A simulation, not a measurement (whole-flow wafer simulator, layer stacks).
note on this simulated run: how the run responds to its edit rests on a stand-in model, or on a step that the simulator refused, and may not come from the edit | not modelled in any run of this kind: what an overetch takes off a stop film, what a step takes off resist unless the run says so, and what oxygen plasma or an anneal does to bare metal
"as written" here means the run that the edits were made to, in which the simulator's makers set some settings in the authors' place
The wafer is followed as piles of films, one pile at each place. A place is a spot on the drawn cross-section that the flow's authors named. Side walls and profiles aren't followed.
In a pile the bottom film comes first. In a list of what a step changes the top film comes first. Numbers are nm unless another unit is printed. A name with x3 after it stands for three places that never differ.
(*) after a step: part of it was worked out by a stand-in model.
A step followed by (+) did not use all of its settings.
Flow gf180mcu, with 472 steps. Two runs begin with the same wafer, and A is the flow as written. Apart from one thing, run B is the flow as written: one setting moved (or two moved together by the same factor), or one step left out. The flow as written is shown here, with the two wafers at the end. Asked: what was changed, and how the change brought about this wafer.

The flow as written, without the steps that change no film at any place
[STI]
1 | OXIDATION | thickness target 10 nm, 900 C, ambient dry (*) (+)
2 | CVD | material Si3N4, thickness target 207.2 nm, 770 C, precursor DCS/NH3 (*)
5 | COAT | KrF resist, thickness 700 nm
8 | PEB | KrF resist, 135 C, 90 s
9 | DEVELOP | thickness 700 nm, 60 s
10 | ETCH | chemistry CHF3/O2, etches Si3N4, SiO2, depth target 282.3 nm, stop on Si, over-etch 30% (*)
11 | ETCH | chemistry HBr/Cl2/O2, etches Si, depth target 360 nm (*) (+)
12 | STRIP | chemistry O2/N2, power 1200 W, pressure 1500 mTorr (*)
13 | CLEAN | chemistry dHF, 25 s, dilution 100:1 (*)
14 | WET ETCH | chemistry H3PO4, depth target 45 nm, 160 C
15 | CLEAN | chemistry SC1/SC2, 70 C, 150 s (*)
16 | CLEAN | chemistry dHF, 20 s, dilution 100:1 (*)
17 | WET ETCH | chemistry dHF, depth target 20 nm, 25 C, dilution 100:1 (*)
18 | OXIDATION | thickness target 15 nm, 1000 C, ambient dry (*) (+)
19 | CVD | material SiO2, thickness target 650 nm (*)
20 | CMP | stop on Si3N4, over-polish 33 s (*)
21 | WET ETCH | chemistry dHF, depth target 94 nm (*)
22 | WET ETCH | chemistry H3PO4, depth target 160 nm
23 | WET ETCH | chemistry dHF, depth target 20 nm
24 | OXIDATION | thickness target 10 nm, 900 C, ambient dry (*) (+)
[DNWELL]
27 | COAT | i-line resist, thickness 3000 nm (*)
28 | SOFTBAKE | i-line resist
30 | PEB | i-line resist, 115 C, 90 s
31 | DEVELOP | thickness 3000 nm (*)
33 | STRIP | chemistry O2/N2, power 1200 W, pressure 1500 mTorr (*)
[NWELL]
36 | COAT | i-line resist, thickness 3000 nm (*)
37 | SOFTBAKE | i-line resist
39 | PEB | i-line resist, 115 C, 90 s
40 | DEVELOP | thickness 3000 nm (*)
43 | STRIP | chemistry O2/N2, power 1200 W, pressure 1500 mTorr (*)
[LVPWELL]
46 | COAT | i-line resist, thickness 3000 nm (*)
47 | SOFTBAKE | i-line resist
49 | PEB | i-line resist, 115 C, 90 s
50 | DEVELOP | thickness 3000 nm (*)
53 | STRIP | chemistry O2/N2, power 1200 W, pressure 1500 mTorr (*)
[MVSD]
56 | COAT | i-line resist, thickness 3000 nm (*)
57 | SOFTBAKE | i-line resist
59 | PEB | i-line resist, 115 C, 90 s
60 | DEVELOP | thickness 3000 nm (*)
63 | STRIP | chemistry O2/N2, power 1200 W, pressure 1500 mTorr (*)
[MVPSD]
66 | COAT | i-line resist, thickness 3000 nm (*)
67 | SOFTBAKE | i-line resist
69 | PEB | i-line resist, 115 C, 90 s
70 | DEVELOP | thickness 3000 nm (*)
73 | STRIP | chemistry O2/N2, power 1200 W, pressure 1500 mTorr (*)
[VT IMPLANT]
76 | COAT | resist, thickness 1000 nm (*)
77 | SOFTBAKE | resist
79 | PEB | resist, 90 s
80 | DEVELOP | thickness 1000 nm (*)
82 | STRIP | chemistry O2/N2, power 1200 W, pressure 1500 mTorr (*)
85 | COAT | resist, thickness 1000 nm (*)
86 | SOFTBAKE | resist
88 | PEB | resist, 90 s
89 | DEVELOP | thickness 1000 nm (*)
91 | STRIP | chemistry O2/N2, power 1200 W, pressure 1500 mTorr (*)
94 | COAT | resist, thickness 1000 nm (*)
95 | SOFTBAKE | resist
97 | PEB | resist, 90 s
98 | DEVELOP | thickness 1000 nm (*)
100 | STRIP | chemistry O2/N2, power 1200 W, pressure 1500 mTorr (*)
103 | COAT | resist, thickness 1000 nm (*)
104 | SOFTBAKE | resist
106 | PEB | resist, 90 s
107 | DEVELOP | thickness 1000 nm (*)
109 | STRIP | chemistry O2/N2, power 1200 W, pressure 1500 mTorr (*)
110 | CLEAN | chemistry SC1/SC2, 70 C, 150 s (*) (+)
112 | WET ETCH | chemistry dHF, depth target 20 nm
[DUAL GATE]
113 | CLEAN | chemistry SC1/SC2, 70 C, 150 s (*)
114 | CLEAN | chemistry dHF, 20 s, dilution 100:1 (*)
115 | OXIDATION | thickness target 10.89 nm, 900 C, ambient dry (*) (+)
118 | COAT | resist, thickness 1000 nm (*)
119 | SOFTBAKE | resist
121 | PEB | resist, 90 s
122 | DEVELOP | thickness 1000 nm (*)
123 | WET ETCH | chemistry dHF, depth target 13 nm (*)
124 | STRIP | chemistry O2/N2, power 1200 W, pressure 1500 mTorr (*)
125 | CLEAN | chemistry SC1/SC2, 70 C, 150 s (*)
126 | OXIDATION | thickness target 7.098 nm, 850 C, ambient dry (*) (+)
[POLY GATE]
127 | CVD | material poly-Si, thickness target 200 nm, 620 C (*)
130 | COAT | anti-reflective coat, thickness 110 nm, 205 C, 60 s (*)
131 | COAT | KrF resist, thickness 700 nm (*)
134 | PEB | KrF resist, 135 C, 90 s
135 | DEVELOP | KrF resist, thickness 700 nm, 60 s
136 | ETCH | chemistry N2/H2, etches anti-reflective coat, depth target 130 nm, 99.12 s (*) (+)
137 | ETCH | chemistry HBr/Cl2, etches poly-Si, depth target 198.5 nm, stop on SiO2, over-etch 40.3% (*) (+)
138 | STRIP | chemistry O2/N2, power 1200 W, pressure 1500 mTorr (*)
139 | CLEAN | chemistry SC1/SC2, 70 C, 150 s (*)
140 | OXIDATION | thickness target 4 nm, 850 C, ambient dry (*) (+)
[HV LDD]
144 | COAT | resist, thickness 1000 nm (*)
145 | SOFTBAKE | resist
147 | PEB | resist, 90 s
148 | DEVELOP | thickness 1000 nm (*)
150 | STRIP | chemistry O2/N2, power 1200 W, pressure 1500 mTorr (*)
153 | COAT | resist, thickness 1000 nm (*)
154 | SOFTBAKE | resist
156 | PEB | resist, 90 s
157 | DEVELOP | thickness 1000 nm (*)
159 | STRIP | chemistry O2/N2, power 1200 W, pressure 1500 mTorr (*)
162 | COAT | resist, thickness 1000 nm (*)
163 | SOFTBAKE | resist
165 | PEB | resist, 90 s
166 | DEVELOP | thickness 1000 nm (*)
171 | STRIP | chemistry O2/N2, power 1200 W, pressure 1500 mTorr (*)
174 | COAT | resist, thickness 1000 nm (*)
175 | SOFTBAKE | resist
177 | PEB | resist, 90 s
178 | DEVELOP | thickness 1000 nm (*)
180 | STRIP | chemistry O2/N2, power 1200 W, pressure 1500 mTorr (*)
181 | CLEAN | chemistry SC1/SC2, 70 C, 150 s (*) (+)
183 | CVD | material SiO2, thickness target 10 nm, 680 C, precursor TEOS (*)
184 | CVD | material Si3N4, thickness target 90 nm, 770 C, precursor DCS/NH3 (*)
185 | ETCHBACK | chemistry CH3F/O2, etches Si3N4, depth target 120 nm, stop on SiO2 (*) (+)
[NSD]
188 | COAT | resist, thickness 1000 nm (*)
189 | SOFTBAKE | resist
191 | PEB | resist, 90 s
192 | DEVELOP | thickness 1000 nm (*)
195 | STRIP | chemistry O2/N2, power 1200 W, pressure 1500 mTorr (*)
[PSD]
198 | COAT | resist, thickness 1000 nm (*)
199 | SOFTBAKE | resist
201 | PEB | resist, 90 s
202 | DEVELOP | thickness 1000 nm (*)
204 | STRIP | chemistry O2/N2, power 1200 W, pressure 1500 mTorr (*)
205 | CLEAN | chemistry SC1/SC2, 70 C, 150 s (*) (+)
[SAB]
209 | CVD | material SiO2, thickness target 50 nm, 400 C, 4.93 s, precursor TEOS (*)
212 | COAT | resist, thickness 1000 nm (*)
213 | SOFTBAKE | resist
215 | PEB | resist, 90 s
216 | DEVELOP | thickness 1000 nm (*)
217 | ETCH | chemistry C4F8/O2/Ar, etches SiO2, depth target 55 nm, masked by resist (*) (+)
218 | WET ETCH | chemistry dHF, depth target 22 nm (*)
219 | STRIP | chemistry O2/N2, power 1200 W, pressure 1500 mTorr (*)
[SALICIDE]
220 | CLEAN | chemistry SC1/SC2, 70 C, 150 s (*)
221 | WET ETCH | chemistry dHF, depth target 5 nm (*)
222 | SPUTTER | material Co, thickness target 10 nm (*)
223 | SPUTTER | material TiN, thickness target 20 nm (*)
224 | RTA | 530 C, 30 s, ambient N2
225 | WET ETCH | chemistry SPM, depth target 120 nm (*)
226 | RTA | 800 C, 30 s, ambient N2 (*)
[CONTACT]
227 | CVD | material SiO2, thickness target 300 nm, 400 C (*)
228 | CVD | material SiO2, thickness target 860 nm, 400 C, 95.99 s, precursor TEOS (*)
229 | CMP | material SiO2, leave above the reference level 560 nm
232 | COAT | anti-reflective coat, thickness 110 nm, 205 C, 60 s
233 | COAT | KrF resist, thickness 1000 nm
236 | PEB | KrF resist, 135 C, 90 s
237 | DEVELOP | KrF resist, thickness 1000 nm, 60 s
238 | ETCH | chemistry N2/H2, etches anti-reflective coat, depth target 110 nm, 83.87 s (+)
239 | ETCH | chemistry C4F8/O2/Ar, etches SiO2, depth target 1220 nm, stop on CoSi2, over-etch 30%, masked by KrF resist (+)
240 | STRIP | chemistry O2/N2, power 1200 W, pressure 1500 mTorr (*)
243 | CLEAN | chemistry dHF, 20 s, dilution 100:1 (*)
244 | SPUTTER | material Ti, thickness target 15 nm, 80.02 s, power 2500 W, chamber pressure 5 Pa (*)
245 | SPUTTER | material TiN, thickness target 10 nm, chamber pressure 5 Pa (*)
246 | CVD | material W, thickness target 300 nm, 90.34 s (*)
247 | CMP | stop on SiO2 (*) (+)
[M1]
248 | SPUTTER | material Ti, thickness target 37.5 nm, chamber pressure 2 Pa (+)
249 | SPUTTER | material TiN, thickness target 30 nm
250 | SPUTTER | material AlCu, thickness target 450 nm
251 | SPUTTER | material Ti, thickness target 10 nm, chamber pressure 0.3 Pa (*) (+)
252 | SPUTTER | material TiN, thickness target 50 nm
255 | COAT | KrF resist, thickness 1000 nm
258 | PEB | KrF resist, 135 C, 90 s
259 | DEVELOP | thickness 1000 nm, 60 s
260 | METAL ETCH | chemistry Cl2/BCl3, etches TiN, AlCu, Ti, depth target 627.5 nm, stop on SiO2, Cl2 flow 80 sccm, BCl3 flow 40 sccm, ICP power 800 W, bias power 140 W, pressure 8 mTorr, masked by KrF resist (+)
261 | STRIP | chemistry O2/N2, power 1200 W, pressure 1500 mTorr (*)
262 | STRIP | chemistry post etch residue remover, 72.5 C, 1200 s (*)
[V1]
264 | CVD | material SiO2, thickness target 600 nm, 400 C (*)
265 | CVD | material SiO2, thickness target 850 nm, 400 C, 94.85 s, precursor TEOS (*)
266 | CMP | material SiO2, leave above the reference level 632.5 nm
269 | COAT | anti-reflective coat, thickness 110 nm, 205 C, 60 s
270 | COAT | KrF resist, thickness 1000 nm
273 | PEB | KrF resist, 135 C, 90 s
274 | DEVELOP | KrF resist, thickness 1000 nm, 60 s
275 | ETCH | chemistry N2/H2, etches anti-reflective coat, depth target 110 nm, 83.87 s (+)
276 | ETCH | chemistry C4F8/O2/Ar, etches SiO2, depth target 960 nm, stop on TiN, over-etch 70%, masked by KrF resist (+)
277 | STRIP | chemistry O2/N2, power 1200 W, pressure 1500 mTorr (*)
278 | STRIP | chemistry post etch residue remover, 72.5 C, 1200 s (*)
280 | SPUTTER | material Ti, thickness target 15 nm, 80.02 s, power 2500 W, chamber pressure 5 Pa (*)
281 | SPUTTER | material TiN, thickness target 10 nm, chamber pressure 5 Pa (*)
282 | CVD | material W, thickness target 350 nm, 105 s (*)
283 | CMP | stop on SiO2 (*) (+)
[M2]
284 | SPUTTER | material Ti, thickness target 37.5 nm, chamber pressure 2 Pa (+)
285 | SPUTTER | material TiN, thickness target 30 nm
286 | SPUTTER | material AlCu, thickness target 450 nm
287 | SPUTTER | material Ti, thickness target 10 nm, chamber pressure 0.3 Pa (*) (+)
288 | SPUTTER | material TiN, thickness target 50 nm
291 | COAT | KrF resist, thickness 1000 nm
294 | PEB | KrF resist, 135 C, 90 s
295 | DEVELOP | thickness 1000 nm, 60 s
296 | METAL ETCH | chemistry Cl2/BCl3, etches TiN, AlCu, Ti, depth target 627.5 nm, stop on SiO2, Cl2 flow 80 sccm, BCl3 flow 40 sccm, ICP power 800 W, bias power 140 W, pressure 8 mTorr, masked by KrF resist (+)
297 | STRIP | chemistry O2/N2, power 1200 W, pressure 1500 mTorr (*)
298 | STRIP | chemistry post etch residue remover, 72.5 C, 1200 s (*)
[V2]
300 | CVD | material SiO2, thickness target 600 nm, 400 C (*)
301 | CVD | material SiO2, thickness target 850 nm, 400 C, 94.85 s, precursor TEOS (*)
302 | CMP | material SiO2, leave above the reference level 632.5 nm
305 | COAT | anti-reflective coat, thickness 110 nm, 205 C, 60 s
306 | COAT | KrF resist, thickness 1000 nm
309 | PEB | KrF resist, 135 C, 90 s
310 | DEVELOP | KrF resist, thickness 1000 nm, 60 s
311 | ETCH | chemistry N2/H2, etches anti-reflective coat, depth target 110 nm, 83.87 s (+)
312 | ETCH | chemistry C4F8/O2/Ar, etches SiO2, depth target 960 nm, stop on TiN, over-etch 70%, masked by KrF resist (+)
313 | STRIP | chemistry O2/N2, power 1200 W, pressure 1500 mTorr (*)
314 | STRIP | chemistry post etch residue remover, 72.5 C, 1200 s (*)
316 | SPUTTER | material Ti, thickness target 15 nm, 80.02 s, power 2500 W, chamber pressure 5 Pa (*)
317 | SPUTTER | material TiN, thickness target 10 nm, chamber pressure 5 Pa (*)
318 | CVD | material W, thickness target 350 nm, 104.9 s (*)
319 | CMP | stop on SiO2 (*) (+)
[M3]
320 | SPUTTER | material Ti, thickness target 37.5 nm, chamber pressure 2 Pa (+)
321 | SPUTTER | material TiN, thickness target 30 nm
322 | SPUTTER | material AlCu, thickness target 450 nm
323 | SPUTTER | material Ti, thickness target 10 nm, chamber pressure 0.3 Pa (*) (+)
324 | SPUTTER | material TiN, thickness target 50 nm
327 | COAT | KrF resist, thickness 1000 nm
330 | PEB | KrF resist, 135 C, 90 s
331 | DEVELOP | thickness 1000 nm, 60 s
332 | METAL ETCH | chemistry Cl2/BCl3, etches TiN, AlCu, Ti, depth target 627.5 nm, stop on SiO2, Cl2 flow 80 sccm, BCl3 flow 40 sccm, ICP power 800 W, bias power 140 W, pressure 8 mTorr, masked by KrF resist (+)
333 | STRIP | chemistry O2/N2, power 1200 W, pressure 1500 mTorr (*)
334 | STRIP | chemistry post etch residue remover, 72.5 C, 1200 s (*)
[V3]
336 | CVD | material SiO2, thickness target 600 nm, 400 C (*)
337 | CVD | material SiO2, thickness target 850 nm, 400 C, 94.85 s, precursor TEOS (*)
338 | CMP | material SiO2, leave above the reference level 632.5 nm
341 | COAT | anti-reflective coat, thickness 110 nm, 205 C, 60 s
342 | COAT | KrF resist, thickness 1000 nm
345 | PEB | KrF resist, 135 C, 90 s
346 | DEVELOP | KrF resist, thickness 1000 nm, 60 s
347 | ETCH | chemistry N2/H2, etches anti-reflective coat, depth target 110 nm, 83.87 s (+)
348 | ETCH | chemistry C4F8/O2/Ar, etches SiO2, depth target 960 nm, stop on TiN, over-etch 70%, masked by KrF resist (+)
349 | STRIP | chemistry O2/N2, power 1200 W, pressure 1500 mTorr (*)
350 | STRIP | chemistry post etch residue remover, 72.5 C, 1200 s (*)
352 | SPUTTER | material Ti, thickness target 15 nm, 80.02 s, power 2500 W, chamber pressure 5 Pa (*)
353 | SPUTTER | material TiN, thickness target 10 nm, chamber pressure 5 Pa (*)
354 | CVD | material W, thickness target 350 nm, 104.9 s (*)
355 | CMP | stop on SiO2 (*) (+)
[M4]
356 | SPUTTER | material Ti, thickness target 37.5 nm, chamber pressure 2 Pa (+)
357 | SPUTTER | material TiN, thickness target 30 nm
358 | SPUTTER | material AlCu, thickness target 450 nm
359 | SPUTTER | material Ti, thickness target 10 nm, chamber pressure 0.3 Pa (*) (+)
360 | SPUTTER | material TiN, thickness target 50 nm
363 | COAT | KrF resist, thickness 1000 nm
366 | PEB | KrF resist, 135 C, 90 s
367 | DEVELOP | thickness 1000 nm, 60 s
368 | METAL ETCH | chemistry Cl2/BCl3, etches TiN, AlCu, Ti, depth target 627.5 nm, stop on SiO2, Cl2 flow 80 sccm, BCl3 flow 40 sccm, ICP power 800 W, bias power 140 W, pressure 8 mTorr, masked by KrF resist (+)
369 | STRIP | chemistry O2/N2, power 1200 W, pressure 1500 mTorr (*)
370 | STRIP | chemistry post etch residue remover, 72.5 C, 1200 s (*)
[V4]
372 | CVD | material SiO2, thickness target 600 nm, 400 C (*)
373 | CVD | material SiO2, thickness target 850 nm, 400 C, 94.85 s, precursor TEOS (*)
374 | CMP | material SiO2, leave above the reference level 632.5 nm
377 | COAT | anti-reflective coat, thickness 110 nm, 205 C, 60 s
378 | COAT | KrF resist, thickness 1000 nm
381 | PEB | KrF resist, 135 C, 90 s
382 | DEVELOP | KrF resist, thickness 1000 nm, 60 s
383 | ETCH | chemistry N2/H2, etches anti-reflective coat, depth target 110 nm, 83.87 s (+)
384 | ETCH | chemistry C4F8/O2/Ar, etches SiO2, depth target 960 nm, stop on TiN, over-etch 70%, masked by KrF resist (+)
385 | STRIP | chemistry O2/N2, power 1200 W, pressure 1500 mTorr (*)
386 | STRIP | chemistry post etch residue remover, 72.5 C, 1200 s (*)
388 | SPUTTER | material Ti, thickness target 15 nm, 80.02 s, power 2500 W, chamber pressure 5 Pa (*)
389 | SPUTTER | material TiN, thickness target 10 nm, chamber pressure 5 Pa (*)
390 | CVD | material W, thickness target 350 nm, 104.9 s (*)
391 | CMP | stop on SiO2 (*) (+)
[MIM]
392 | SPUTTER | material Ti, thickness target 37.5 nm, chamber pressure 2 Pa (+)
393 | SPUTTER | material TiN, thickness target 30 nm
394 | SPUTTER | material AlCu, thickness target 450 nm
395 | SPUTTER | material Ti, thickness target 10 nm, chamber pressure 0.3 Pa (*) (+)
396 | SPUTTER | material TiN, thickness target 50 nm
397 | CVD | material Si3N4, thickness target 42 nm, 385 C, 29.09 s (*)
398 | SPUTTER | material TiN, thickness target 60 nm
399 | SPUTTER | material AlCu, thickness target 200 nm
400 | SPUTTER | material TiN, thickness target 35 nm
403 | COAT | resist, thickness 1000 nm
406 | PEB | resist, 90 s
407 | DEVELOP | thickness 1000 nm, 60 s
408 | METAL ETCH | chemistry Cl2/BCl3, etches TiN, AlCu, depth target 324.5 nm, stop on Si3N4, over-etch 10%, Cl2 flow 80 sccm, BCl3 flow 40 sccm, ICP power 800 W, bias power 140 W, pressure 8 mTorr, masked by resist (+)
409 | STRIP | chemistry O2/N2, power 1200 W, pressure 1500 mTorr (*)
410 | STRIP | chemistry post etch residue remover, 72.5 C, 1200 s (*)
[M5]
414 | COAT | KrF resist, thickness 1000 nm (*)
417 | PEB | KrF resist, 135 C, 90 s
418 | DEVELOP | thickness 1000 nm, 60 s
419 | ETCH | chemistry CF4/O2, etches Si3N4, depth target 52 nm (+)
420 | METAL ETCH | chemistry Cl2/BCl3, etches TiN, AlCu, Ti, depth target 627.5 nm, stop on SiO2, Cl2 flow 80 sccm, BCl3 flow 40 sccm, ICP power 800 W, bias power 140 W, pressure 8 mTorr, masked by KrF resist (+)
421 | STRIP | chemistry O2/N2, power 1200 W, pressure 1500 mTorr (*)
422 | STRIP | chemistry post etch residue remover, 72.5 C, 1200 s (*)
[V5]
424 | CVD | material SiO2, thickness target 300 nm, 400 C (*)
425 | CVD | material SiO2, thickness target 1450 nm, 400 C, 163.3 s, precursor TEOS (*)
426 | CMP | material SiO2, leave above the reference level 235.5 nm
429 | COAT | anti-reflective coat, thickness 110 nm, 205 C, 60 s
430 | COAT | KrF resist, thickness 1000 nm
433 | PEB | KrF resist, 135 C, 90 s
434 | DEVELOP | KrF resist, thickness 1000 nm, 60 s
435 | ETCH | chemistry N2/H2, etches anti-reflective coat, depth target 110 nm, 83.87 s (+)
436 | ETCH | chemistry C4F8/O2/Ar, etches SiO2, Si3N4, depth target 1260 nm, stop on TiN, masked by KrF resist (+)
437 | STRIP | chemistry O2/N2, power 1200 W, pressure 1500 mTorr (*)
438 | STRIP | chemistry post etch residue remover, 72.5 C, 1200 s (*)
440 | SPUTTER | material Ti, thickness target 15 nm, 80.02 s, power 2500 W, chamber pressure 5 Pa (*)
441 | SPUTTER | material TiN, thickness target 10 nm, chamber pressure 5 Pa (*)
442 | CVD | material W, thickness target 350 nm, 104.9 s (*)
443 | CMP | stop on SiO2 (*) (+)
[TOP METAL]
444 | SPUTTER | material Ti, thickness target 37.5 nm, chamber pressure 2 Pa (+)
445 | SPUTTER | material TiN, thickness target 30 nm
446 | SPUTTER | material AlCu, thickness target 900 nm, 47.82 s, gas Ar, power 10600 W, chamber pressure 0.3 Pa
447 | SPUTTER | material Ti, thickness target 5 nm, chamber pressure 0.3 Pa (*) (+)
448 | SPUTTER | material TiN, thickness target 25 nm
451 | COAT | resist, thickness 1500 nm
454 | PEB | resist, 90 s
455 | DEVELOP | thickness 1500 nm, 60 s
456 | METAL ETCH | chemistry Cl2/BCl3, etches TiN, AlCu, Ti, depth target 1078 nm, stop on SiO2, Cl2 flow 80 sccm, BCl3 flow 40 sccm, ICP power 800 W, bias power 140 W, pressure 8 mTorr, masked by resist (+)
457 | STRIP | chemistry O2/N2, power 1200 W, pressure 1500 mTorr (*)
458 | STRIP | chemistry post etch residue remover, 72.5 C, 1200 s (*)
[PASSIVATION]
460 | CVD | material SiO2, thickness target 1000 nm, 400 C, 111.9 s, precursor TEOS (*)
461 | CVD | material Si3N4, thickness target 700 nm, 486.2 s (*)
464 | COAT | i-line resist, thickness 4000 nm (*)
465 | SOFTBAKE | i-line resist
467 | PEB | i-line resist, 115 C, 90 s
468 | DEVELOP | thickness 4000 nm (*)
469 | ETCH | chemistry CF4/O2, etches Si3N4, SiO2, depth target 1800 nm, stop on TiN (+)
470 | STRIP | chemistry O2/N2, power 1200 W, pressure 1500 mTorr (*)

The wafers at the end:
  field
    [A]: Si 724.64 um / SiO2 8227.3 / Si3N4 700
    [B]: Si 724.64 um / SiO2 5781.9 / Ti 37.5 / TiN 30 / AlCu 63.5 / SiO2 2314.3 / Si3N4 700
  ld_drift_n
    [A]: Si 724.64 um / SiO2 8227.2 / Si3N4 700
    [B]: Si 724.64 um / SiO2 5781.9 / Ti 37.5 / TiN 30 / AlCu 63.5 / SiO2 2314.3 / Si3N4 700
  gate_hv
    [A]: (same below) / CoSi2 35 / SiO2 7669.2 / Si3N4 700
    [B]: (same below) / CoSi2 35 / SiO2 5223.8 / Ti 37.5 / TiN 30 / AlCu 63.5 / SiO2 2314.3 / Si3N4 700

The reason: step 420, METAL ETCH: depth target 439.3 nm was run, though the flow has depth target 627.5 nm.

Step by step, how the change led to this:
  420 | METAL ETCH | chemistry Cl2/BCl3, etches TiN, AlCu, Ti, depth target 627.5 nm, stop on SiO2, Cl2 flow 80 sccm, BCl3 flow 40 sccm, ICP power 800 W, bias power 140 W, pressure 8 mTorr, masked by KrF resist (+)
      field, field__w1, field__w2 and 101 more: A -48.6 TiN (all of it), -10 Ti (all of it), -450 AlCu (all of it), -30 TiN (all of it), -37.5 Ti (all of it) | B -48.6 TiN (all of it), -10 Ti (all of it), -380.7 AlCu
      field__w4, field__w8, contact, m1, m1__w1, mim, mim_1p0, m1_nw: A -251 KrF resist | B -175.7 KrF resist
  421 | STRIP | chemistry O2/N2, power 1200 W, pressure 1500 mTorr (*)
      field__w8, m1__w1: A -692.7 KrF resist (all of it) | B -768 KrF resist (all of it)
      contact, m1: A -693.2 KrF resist (all of it) | B -768.4 KrF resist (all of it)
      (as well as at 4 more places)
  422 | STRIP | chemistry post etch residue remover, 72.5 C, 1200 s (*)
      field, field__w1, field__w2 and 101 more: A nothing | B -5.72 AlCu
  424 | CVD | material SiO2, thickness target 300 nm, 400 C (*)
      field, field__w1, field__w2 and 101 more: A +300 SiO2 | B +300 SiO2 (new film)
  426 | CMP | material SiO2, leave above the reference level 235.5 nm
      field, field__w1, field__w5 and 92 more: A -300.8 SiO2 | B -431.9 SiO2
      field__w2, field__w3, field__w12 and 6 more: A -272.7 SiO2 | B -409.7 SiO2
Taking metal films that touch as one body, field has 1 body; the flow as written gives 0 bodies.
Taking metal films that touch as one body, ld_drift_n has 1 body; the flow as written gives 0 bodies.
Taking metal films that touch as one body, gate_hv has 2 bodies (between them, from the top down: SiO2 5223.8); the flow as written gives 1 body.
